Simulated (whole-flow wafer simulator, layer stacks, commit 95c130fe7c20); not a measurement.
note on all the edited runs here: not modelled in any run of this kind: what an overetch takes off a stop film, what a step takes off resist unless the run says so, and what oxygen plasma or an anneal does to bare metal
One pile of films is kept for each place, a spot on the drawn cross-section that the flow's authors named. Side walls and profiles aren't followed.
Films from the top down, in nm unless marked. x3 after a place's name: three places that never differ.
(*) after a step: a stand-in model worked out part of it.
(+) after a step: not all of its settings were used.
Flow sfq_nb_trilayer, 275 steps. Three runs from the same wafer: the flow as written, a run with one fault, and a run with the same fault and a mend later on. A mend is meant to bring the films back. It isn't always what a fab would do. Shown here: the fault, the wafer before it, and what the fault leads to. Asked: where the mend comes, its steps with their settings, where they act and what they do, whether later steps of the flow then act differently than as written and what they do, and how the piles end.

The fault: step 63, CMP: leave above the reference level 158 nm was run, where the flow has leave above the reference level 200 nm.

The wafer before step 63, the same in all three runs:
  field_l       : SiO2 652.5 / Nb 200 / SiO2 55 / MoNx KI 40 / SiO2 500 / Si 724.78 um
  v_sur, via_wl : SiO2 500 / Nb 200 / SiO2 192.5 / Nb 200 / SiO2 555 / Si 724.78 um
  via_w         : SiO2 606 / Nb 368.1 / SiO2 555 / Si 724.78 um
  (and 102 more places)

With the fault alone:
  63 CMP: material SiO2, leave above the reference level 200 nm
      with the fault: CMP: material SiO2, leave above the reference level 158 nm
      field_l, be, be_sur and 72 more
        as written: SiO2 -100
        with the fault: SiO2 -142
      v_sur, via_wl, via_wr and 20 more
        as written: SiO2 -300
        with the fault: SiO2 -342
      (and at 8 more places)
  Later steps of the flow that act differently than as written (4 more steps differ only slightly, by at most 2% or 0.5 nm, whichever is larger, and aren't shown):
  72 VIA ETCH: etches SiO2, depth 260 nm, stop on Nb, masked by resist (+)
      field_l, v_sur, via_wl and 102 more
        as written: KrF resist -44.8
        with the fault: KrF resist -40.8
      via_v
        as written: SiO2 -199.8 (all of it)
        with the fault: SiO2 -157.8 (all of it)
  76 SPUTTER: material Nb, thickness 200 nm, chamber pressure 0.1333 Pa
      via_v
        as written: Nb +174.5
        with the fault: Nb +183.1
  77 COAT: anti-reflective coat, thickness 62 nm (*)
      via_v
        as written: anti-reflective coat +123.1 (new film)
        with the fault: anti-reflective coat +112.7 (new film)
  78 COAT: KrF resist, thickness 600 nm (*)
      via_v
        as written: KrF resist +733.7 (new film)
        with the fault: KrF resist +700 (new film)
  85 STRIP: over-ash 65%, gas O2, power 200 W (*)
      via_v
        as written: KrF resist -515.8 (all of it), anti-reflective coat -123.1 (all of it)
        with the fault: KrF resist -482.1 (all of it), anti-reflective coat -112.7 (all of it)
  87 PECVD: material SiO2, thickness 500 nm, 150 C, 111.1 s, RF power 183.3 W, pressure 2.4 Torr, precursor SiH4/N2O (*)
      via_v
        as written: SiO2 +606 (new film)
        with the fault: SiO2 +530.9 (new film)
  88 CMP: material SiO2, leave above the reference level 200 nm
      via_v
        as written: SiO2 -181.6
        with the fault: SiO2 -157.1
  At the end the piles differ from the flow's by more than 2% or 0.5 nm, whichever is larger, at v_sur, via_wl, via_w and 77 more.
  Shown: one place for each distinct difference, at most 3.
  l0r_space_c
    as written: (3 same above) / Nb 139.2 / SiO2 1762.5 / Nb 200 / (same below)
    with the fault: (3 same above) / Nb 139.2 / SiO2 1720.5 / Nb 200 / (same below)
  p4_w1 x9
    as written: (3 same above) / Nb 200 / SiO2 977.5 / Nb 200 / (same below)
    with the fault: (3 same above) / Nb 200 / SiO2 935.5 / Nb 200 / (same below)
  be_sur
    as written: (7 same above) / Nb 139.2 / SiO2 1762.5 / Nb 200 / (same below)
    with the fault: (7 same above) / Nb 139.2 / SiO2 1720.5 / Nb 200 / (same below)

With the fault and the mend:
  The mend comes after step 70.
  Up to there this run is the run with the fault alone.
  70a STRIP: over-ash 65%, gas O2, power 200 W (*)
      field_l, v_sur, via_wl and 102 more
        KrF resist -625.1 (all of it), anti-reflective coat -62 (all of it)
      via_v
        anti-reflective coat -62 (all of it)
  70b PECVD: material SiO2, thickness 42 nm, 150 C, 9.333 s, RF power 183.3 W, pressure 2.4 Torr, precursor SiH4/N2O (the flow's step 62 once more, with other settings)
      field_l, v_sur, via_wl and 103 more
        SiO2 +42
  70c COAT: anti-reflective coat, thickness 62 nm (the flow's step 65 once more)
      field_l, v_sur, via_wl and 103 more
        anti-reflective coat +62 (new film)
  70d COAT: KrF resist, thickness 650 nm (the flow's step 66 once more)
      field_l, v_sur, via_wl and 103 more
        KrF resist +650 (new film)
  70e SOFTBAKE: KrF resist (the flow's step 67 once more)
      changes no film at any place that is followed
  70f EXPOSE: photomask I1, dose 11.91 mJ/cm2, NA 0.6, wavelength 248 nm (*) (the flow's step 68 once more)
      changes no film at any place that is followed
  70g PEB: KrF resist, 90 s (the flow's step 69 once more)
      field_l, v_sur, via_wl and 103 more
        KrF resist -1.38
  70h DEVELOP: KrF resist, thickness 650 nm, 60 s (the flow's step 70 once more)
      field_l, v_sur, via_wl and 102 more
        KrF resist -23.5
      via_v
        KrF resist -648.6 (all of it)
  No later step of the flow acts differently than as written, at any place that is followed, by more than 2% or 0.5 nm, whichever is larger.
  At the end the piles differ from the flow's only slightly at the places that both follow, by at most 2% or 0.5 nm, whichever is larger.
